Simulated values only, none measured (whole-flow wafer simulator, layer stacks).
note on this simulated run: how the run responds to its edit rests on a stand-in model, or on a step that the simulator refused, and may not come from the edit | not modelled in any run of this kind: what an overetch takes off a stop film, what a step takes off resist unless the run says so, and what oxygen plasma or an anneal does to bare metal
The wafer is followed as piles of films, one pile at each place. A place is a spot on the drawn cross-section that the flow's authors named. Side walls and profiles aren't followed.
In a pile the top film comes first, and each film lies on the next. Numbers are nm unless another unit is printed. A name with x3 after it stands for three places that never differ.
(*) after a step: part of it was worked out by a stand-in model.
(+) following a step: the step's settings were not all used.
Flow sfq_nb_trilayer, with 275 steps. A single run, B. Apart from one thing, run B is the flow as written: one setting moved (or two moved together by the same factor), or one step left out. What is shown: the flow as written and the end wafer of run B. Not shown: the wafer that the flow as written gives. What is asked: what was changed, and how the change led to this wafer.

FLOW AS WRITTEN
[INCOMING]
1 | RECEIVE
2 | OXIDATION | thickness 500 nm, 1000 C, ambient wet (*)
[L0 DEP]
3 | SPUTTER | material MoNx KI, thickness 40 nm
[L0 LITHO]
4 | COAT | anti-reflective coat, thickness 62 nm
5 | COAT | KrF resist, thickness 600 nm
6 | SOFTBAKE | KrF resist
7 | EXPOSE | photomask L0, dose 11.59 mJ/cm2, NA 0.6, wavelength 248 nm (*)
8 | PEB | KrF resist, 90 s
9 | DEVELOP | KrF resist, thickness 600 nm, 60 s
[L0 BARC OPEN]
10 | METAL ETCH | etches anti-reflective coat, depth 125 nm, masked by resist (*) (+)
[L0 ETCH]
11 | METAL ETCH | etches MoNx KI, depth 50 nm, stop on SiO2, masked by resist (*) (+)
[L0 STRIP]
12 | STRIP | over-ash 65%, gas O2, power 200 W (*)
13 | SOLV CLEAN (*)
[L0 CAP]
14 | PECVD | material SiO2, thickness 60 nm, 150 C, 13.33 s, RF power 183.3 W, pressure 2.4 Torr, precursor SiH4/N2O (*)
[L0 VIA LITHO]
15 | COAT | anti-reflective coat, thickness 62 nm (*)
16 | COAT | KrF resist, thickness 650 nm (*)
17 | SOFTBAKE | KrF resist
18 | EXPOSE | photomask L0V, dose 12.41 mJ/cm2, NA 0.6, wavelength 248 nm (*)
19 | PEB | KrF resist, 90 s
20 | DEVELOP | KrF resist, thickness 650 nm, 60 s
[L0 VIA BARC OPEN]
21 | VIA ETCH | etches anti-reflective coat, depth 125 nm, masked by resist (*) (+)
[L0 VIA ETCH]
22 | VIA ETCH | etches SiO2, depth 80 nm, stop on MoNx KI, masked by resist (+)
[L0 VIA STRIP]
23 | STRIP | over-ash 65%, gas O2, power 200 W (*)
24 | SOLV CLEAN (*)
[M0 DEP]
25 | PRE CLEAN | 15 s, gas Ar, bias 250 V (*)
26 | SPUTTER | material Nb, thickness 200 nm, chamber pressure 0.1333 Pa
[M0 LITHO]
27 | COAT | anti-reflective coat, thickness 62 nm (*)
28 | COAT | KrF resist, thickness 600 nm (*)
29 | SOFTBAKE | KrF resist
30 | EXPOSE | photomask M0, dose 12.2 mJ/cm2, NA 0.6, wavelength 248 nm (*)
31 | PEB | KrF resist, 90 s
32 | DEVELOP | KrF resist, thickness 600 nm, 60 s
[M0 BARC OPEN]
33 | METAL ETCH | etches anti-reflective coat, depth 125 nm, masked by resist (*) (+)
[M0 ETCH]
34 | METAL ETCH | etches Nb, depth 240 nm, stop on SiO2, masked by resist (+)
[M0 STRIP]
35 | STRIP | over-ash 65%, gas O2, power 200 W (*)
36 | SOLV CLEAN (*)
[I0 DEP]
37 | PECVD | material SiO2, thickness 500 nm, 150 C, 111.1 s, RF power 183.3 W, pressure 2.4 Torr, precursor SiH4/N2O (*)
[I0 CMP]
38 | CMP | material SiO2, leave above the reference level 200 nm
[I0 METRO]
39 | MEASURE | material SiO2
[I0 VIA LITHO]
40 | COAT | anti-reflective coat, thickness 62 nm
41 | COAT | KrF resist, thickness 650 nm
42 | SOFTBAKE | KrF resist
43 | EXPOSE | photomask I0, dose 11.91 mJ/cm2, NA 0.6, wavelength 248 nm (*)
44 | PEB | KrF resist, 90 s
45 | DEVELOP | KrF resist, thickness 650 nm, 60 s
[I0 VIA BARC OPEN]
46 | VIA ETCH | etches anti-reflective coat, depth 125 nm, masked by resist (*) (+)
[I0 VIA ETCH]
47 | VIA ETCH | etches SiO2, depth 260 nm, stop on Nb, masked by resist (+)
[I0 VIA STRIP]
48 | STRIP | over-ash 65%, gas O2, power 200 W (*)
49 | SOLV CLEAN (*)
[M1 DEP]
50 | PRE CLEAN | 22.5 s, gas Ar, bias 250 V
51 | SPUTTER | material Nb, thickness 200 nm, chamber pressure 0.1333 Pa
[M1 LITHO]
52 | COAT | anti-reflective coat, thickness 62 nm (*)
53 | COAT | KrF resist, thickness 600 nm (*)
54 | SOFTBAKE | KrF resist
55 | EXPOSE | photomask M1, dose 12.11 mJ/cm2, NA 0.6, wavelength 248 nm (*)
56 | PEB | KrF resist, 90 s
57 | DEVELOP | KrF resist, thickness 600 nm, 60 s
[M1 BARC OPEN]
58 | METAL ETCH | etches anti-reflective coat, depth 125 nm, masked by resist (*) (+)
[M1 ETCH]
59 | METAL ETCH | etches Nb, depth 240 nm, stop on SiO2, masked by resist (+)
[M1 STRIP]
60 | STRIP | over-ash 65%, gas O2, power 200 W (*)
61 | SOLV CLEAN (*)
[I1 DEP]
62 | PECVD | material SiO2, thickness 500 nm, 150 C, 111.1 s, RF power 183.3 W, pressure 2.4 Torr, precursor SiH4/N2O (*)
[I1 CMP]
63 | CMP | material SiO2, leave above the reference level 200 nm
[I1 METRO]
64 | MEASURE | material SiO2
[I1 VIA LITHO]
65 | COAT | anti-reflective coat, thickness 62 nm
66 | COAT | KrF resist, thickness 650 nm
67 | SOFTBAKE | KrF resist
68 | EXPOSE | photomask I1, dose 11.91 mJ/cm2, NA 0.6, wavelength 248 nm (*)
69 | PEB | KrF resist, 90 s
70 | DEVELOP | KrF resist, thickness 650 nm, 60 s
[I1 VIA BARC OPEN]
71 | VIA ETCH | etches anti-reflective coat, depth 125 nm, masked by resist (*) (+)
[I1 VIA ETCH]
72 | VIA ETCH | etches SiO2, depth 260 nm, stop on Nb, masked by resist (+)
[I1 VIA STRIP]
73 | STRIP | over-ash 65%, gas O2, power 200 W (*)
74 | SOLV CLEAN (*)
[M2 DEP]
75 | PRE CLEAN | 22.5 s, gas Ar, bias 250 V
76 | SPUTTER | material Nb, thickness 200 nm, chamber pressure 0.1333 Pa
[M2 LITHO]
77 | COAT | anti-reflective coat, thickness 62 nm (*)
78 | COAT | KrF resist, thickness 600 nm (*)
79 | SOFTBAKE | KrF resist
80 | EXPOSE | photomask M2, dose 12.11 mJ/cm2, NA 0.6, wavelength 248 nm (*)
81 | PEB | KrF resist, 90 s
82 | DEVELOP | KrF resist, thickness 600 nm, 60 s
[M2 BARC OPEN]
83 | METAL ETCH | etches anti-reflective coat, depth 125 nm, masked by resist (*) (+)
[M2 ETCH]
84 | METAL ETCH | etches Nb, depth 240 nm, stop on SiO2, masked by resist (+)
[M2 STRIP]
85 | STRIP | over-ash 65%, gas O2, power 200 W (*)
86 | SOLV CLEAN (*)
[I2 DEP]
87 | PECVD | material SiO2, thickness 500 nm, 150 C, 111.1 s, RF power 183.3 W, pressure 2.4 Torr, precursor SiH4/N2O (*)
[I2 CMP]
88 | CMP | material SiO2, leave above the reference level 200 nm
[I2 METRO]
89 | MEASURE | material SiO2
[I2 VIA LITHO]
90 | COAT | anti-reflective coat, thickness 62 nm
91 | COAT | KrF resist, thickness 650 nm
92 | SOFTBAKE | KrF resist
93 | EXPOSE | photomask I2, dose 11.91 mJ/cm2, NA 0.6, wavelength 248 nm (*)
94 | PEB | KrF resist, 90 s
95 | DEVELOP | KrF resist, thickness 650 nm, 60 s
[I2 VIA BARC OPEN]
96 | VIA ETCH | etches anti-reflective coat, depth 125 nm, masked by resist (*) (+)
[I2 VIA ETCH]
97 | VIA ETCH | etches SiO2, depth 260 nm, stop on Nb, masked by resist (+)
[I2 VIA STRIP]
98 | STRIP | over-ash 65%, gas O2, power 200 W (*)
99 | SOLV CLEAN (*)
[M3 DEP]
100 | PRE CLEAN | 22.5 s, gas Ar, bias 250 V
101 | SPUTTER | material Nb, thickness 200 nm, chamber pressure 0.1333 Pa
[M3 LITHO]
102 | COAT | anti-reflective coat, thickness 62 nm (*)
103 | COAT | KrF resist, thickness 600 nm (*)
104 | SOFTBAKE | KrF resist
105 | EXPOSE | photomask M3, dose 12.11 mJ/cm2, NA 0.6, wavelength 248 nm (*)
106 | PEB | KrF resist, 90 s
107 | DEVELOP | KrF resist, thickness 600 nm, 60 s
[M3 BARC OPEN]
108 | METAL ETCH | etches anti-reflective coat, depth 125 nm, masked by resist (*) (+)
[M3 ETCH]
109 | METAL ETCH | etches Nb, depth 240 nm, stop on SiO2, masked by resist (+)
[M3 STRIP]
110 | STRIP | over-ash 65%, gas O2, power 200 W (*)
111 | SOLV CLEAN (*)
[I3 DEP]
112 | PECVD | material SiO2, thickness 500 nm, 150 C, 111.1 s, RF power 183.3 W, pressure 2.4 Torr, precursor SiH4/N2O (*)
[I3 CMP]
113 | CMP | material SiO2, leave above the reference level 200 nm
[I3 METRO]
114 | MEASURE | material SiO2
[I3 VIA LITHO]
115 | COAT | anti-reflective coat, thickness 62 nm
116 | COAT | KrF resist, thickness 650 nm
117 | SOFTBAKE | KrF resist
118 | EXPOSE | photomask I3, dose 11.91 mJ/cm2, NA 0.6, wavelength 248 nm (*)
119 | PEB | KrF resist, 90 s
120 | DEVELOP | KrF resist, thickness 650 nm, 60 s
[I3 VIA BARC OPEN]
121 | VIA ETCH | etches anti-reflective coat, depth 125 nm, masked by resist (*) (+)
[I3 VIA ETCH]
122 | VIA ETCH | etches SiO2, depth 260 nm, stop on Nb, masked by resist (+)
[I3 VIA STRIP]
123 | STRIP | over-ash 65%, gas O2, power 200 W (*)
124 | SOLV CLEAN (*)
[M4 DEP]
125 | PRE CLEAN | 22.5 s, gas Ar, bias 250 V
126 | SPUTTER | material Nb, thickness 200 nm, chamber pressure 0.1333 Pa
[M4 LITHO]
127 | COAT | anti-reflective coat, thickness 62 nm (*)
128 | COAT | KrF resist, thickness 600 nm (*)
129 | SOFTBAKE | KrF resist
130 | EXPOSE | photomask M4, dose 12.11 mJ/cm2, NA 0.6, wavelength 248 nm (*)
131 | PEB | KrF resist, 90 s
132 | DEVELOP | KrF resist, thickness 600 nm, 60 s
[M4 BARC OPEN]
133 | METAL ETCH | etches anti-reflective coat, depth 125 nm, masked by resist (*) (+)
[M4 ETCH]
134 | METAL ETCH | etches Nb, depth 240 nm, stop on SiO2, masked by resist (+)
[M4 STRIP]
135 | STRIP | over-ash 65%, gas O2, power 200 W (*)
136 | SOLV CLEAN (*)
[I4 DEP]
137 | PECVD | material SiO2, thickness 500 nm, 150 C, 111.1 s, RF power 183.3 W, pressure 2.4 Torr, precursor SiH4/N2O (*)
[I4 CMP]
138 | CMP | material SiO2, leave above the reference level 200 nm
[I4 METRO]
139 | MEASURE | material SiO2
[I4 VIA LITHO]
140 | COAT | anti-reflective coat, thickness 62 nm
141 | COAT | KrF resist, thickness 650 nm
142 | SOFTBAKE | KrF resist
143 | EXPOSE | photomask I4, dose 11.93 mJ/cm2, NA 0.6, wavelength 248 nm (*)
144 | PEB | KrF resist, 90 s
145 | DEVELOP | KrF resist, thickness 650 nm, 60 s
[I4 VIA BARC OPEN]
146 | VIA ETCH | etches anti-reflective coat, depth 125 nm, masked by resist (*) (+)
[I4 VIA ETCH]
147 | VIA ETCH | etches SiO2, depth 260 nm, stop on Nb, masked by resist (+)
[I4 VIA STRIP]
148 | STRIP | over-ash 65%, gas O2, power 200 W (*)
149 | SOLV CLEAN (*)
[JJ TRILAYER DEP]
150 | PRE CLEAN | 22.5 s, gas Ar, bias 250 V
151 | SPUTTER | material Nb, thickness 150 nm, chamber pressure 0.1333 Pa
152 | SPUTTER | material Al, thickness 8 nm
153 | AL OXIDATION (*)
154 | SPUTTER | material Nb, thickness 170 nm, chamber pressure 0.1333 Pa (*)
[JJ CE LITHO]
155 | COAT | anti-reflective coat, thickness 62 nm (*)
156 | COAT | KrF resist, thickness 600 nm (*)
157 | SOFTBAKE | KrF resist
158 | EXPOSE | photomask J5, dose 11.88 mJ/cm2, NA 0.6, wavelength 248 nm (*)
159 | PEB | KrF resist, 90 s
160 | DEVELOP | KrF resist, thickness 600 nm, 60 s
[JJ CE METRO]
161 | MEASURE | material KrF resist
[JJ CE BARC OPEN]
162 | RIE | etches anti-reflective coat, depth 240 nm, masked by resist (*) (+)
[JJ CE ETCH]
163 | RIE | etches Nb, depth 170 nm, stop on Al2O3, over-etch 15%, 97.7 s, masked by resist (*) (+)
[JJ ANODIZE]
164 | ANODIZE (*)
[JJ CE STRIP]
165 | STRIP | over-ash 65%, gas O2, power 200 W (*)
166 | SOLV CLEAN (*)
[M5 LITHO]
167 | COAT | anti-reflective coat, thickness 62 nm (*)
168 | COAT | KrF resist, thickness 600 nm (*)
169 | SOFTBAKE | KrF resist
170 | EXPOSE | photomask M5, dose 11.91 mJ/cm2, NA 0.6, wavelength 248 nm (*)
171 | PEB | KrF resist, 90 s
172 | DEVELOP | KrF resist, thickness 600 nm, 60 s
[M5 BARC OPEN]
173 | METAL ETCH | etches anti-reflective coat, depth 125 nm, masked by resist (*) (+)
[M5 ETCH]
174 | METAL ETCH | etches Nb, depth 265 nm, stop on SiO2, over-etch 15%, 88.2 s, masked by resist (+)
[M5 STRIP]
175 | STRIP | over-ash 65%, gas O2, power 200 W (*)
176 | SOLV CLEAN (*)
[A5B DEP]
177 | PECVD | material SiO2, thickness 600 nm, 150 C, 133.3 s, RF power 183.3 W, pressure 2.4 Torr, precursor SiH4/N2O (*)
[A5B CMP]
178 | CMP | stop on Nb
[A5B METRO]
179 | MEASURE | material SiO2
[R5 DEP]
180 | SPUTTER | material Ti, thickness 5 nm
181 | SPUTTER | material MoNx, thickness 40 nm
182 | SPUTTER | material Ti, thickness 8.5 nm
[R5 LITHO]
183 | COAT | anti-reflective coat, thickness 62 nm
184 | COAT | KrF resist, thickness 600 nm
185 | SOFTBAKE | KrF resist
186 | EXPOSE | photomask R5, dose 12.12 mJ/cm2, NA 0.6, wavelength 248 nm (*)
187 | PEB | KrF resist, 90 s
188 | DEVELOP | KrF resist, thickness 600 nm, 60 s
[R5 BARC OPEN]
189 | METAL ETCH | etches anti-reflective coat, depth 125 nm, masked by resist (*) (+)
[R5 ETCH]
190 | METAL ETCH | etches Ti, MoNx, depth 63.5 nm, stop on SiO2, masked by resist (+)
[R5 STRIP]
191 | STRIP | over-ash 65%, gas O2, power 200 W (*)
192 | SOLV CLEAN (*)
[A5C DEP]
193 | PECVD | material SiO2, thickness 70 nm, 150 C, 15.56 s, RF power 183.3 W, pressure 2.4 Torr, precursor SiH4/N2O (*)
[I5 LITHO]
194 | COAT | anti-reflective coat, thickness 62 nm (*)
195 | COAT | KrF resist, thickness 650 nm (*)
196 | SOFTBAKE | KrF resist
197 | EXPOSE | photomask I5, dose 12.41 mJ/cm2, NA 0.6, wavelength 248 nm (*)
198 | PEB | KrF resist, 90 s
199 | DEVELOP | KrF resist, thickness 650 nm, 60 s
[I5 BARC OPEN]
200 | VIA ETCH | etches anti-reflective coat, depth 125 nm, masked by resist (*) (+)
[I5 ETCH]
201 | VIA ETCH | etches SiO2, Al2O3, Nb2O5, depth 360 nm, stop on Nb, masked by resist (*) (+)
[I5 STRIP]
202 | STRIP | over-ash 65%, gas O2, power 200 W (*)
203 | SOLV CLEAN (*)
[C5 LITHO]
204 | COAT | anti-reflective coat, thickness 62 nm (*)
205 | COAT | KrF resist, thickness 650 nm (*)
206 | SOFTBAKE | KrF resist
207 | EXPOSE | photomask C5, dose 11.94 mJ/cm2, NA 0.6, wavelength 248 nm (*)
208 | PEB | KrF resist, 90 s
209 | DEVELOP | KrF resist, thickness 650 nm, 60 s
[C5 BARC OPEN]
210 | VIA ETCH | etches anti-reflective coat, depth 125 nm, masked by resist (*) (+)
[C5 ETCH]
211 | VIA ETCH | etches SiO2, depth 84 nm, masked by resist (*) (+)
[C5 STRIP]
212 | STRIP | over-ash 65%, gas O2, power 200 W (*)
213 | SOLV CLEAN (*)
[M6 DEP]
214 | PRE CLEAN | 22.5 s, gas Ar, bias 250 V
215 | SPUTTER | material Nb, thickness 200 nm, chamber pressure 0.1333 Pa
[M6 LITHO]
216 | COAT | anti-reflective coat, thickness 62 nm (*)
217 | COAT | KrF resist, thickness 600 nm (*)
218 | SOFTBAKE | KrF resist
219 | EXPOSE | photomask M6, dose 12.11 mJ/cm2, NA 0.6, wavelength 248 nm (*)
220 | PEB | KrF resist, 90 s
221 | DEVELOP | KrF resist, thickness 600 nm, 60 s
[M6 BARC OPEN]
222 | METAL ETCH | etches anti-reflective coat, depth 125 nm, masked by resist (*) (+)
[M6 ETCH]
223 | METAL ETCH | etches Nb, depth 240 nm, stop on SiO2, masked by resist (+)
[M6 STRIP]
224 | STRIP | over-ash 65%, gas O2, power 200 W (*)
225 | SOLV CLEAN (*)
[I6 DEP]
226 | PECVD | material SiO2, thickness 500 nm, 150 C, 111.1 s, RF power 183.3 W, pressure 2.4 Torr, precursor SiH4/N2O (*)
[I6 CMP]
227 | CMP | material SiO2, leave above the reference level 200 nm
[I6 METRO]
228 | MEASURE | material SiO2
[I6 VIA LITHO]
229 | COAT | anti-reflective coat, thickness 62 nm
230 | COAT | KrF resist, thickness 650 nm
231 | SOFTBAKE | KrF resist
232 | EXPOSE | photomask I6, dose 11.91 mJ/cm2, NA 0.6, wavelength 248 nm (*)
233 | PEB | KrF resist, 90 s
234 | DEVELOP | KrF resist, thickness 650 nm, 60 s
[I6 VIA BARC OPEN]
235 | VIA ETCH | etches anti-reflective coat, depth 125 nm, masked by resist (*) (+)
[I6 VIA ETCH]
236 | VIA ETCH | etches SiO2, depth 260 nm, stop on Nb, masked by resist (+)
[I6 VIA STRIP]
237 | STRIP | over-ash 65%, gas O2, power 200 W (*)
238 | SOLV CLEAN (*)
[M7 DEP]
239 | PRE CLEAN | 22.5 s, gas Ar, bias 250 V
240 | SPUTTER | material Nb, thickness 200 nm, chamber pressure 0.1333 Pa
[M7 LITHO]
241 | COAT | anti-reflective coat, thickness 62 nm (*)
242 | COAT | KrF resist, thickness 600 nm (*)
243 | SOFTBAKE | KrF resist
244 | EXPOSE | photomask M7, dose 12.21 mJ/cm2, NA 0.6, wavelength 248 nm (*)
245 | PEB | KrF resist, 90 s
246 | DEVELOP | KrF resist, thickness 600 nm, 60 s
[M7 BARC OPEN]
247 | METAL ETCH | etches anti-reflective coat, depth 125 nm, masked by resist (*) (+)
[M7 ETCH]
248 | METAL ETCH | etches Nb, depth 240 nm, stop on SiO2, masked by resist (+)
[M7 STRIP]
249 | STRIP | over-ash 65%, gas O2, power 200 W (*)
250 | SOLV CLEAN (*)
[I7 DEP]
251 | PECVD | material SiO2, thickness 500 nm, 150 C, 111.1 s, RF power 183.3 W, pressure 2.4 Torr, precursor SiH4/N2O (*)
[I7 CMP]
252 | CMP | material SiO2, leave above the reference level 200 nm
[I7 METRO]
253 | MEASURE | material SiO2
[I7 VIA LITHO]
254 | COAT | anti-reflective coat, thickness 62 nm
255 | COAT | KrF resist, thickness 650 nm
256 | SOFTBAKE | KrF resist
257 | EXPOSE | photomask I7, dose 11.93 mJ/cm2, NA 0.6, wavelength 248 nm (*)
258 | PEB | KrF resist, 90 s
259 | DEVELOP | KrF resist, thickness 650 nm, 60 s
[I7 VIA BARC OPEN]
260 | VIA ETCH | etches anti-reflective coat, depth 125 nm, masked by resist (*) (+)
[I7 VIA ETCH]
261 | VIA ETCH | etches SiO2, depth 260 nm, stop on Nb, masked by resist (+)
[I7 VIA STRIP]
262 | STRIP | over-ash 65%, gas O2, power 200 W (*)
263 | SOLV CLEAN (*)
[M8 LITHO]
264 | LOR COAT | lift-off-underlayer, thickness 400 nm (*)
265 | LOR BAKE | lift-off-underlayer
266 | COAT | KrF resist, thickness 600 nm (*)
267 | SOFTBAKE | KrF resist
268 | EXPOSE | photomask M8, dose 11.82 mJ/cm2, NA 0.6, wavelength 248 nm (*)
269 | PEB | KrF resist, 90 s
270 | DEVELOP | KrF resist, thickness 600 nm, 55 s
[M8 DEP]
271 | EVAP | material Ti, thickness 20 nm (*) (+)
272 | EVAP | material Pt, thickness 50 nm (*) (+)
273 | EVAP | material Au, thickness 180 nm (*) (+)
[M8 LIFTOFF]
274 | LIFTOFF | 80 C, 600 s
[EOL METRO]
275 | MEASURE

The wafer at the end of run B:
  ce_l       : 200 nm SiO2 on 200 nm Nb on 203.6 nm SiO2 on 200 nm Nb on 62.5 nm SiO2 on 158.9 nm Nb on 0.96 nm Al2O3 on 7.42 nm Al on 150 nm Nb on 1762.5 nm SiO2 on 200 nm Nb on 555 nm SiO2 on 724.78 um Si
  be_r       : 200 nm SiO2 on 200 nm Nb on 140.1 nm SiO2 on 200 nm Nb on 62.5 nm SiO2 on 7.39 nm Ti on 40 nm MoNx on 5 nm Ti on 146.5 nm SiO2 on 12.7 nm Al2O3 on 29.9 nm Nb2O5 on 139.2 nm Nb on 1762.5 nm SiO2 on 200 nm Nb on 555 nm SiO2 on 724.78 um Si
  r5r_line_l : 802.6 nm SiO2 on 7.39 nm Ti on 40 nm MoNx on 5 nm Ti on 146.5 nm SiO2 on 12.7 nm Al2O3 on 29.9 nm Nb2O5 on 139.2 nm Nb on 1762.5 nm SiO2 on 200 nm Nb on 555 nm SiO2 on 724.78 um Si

Cause: step 182, SPUTTER: thickness 7.39 nm was run, though the flow has thickness 8.5 nm.
One can read it off the wafer: be_r has Ti 7.39, and step 182 as written asks for 8.5 nm.

How this came from the change, step by step:
  182 | SPUTTER | material Ti, thickness 8.5 nm
      field_l, v_sur, via_wl and 103 more: Ti gains 7.39 (new film) (as written it would have been: Ti gains 8.5 (new film))
  190 | METAL ETCH | etches Ti, MoNx, depth 63.5 nm, stop on SiO2, masked by resist (+)
      field_l, v_sur, via_wl and 92 more: Ti loses 7.39 (all of it), MoNx loses 40 (all of it), Ti loses 5 (all of it) (as written it would have been: Ti loses 8.5 (all of it), MoNx loses 40 (all of it), Ti loses 5 (all of it))
      ce_l, c5j, ce_r, wl_jj: Ti loses 7.39 (all of it), MoNx loses 40 (all of it), Ti loses 5 (all of it), Nb loses 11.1 (as written it would have been: Ti loses 8.5 (all of it), MoNx loses 40 (all of it), Ti loses 5 (all of it), Nb loses 10)
